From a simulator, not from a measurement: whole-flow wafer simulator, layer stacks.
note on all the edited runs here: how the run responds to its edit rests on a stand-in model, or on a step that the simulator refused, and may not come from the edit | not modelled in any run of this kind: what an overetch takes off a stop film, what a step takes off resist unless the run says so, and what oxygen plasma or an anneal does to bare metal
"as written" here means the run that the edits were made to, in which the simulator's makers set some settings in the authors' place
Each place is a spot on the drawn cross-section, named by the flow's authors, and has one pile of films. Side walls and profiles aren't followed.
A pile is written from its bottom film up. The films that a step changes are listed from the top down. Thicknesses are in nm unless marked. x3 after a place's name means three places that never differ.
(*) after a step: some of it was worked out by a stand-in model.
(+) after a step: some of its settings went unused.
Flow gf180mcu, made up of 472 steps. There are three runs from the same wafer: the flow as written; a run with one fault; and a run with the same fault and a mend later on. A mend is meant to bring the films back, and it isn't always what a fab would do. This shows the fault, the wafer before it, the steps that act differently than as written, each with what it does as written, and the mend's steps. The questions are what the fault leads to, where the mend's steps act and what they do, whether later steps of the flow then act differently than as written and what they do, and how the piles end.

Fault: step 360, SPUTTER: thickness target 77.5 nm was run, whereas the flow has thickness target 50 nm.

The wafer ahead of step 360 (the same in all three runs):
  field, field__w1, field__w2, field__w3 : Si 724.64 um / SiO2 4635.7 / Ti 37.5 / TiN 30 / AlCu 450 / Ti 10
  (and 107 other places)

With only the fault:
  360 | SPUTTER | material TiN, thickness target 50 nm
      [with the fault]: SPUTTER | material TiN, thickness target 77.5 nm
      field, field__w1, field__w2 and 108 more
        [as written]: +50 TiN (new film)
        [with the fault]: +77.5 TiN (new film)
  Later steps of the flow acting differently than as written (not shown: 3 more steps that differ only slightly, by at most 2% or 0.5 nm, whichever is larger):
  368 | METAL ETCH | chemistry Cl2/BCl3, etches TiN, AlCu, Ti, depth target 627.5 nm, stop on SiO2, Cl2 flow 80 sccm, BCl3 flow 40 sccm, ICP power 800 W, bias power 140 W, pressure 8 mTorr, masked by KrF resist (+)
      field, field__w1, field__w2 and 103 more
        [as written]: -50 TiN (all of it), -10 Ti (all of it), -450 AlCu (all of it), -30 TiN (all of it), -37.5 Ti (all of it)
        [with the fault]: -77.5 TiN (all of it), -10 Ti (all of it), -450 AlCu (all of it), -30 TiN (all of it), -37.5 Ti (all of it)
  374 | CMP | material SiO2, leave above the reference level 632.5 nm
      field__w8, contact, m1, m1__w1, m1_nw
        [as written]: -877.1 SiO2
        [with the fault]: -904.6 SiO2
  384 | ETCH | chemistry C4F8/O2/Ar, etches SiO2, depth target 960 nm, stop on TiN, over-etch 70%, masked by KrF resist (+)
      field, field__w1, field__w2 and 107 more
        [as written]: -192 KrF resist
        [with the fault]: -185.3 KrF resist
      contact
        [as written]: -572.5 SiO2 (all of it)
        [with the fault]: -545 SiO2 (all of it)
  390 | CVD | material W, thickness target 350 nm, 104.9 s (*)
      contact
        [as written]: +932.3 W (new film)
        [with the fault]: +904.5 W (new film)
  By the end, the piles at field__w8, contact, m1, m1__w1, m1_nw depart from the flow's by more than 2% or 0.5 nm, whichever is larger.
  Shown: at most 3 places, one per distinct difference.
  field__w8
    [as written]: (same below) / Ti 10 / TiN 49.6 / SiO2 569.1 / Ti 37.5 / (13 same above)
    [with the fault]: (same below) / Ti 10 / TiN 77.1 / SiO2 541.6 / Ti 37.5 / (13 same above)
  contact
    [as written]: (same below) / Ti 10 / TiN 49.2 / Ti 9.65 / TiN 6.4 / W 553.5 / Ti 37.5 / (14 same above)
    [with the fault]: (same below) / Ti 10 / TiN 76.7 / Ti 9.81 / TiN 6.51 / W 525.7 / Ti 37.5 / (14 same above)

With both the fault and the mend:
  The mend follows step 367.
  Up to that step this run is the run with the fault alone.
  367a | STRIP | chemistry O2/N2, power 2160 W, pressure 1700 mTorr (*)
      field__w8, contact, m1, m1__w1, m1_nw
        -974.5 KrF resist (all of it)
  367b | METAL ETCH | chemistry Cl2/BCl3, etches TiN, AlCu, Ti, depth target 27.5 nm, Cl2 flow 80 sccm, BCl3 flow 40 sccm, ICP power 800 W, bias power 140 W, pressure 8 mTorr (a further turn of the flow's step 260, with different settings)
      field, field__w1, field__w2 and 108 more
        -27.5 TiN
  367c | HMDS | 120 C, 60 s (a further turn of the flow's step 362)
      alters no film at any place that is followed
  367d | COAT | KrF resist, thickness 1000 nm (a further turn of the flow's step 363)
      field, field__w1, field__w2 and 108 more
        +1000 KrF resist (new film)
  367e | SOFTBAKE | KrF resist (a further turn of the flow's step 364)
      alters no film at any place that is followed
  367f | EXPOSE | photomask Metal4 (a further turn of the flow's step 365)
      alters no film at any place that is followed
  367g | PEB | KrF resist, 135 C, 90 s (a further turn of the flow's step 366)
      field, field__w1, field__w2 and 108 more
        -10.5 KrF resist
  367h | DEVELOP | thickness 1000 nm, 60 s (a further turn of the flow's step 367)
      field, field__w1, field__w2 and 103 more
        -989.5 KrF resist (all of it)
      field__w8, contact, m1, m1__w1, m1_nw
        -14.9 KrF resist
  None of the later steps of the flow acts differently than as written at any place that is followed.
  By the end, the piles equal the flow's at every place that both follow.
